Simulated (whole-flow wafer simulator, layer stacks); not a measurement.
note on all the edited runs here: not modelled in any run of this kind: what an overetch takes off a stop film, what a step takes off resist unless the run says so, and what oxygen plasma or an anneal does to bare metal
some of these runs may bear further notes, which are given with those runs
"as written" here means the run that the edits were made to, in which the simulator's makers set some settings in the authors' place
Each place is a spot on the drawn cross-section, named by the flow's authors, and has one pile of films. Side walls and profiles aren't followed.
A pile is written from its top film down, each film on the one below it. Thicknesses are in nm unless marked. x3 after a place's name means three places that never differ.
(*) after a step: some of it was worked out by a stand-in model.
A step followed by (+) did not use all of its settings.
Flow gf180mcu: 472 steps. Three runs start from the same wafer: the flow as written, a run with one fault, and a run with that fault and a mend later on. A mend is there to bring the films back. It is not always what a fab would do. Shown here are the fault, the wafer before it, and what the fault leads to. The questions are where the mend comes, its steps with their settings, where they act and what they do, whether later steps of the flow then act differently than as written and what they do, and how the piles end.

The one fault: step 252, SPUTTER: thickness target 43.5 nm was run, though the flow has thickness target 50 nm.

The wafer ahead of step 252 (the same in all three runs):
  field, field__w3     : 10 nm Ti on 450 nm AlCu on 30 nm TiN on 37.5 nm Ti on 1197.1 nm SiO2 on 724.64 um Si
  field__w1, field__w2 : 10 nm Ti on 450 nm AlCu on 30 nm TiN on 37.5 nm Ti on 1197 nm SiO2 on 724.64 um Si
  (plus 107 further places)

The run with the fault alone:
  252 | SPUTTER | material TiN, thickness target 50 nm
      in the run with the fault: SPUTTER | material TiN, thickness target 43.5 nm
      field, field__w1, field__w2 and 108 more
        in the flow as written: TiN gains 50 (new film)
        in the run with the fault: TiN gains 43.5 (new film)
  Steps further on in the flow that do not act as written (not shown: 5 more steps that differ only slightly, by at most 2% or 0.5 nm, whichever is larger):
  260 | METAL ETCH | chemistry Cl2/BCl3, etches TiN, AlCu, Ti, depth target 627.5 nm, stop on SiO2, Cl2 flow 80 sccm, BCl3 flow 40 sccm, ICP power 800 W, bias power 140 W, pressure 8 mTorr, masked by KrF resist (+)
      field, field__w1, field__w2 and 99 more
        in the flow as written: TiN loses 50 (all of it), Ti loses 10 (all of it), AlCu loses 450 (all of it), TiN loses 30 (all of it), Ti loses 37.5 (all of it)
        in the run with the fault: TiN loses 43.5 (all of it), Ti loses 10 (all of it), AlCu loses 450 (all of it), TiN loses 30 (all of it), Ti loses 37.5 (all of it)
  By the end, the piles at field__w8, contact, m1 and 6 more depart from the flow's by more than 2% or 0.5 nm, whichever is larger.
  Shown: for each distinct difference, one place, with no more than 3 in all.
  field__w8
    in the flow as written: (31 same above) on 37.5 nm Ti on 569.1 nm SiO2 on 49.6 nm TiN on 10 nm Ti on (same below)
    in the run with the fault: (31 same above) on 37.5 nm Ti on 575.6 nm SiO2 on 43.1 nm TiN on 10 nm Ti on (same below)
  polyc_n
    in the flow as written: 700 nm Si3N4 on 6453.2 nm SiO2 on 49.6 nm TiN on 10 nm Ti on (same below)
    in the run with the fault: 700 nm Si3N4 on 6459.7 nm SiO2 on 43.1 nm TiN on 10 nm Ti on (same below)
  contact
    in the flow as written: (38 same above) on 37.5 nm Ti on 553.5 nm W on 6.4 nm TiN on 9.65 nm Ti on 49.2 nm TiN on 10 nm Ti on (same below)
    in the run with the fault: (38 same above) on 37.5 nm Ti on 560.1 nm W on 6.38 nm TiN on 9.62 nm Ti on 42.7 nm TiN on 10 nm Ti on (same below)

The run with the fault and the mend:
  After step 259 comes the mend.
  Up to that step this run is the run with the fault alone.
  259a | STRIP | chemistry O2/N2, power 2160 W, pressure 1700 mTorr (*)
      field__w8, contact, m1 and 6 more
        KrF resist loses 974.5 (all of it)
  259b | SPUTTER | material TiN, thickness target 6.5 nm (a further turn of the flow's step 252, with different settings)
      field, field__w1, field__w2 and 108 more
        TiN gains 6.5
  259c | HMDS | 120 C, 60 s (a further turn of the flow's step 254)
      does not change any film at any place that is followed
  259d | COAT | KrF resist, thickness 1000 nm (a further turn of the flow's step 255)
      field, field__w1, field__w2 and 108 more
        KrF resist gains 1000 (new film)
  259e | SOFTBAKE | KrF resist (a further turn of the flow's step 256)
      does not change any film at any place that is followed
  259f | EXPOSE | photomask Metal1 (a further turn of the flow's step 257)
      does not change any film at any place that is followed
  259g | PEB | KrF resist, 135 C, 90 s (a further turn of the flow's step 258)
      field, field__w1, field__w2 and 108 more
        KrF resist loses 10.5
  259h | DEVELOP | thickness 1000 nm, 60 s (a further turn of the flow's step 259)
      field, field__w1, field__w2 and 99 more
        KrF resist loses 989.5 (all of it)
      field__w8, contact, m1 and 6 more
        KrF resist loses 14.9
  Every later step of the flow that is run acts as written at every place that is followed.
  At every place that both follow, the piles at the end match the flow's.
